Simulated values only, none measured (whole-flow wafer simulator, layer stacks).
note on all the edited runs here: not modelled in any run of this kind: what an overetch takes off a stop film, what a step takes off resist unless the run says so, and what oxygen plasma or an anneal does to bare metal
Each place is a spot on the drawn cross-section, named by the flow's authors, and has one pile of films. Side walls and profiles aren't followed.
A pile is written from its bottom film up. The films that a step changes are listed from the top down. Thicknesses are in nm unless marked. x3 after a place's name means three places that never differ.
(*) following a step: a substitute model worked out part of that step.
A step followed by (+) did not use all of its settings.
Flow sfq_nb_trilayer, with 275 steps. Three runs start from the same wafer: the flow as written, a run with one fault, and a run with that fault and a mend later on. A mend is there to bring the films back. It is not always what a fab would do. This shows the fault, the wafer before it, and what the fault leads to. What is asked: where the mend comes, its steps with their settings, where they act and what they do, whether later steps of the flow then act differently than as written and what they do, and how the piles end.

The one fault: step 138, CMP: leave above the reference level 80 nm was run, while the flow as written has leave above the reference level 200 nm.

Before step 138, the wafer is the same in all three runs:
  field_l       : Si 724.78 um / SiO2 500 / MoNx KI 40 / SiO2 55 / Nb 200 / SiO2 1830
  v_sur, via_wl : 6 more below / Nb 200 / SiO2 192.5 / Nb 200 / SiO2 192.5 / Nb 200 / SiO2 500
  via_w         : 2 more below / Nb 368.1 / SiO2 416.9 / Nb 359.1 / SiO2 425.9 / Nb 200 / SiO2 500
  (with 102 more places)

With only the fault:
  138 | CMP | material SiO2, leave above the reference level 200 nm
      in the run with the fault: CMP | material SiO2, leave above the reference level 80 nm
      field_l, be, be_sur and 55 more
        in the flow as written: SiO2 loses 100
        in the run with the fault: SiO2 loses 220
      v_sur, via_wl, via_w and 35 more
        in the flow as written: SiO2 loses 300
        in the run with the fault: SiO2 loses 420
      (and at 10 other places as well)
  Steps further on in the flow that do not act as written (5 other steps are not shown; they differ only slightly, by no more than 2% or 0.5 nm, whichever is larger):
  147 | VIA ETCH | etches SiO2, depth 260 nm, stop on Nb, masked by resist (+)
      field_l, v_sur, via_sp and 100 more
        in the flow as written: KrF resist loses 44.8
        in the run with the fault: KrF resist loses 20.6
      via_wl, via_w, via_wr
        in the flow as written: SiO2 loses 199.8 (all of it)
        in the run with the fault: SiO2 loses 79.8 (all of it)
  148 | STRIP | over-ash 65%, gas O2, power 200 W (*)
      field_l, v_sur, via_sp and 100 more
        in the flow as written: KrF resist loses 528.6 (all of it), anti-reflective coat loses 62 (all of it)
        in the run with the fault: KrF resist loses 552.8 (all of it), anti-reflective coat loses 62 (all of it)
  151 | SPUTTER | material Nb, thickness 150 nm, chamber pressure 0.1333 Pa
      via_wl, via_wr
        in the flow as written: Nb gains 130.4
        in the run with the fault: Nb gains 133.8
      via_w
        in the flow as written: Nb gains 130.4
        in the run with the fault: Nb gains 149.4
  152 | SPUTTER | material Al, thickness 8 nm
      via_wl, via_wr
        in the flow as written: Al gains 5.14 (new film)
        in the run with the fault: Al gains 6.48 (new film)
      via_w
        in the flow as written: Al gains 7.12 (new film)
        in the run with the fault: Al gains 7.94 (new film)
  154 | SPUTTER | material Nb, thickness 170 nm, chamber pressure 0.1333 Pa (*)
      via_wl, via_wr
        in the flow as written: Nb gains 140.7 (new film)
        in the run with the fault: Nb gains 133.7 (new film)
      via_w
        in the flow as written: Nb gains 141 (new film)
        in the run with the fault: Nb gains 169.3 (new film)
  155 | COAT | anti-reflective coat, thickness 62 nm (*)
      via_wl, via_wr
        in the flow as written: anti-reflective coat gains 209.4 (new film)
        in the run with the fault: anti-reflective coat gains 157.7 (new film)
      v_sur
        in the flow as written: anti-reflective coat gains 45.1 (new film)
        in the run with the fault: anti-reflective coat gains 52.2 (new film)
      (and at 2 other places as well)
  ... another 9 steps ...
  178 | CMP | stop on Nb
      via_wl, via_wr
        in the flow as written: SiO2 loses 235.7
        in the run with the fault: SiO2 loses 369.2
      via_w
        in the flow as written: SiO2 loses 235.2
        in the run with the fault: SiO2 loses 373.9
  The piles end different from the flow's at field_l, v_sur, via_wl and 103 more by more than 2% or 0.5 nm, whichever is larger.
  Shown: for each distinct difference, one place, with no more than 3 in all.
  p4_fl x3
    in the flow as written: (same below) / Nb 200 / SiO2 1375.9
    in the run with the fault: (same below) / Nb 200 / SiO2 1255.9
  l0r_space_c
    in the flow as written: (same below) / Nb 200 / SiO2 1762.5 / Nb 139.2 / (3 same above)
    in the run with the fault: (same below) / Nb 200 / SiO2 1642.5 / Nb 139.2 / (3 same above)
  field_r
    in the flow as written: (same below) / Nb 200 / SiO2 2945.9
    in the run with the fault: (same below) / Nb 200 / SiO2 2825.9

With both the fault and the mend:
  After step 145 comes the mend.
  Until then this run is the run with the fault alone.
  145a | STRIP | over-ash 65%, gas O2, power 200 W (*)
      field_l, v_sur, via_sp and 100 more
        KrF resist loses 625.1 (all of it), anti-reflective coat loses 62 (all of it)
      via_wl, via_w, via_wr
        anti-reflective coat loses 62 (all of it)
  145b | PECVD | material SiO2, thickness 120 nm, 150 C, 26.67 s, RF power 183.3 W, pressure 2.4 Torr, precursor SiH4/N2O (the flow's step 137, run once more with other settings)
      field_l, v_sur, via_wl and 103 more
        SiO2 gains 120
  145c | COAT | anti-reflective coat, thickness 62 nm (the flow's step 140, run once more)
      field_l, v_sur, via_wl and 103 more
        anti-reflective coat gains 62 (new film)
  145d | COAT | KrF resist, thickness 650 nm (the flow's step 141, run once more)
      field_l, v_sur, via_wl and 103 more
        KrF resist gains 650 (new film)
  145e | SOFTBAKE | KrF resist (the flow's step 142, run once more)
      does not change any film at any place that is followed
  145f | EXPOSE | photomask I4, dose 11.93 mJ/cm2, NA 0.6, wavelength 248 nm (*) (the flow's step 143, run once more)
      does not change any film at any place that is followed
  145g | PEB | KrF resist, 90 s (the flow's step 144, run once more)
      field_l, v_sur, via_wl and 103 more
        KrF resist loses 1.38
  145h | DEVELOP | KrF resist, thickness 650 nm, 60 s (the flow's step 145, run once more)
      field_l, v_sur, via_sp and 100 more
        KrF resist loses 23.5
      via_wl, via_w, via_wr
        KrF resist loses 648.6 (all of it)
  Later steps of the flow that are run all act as written at every place that is followed.
  The piles end the same as the flow's at every place that both follow.
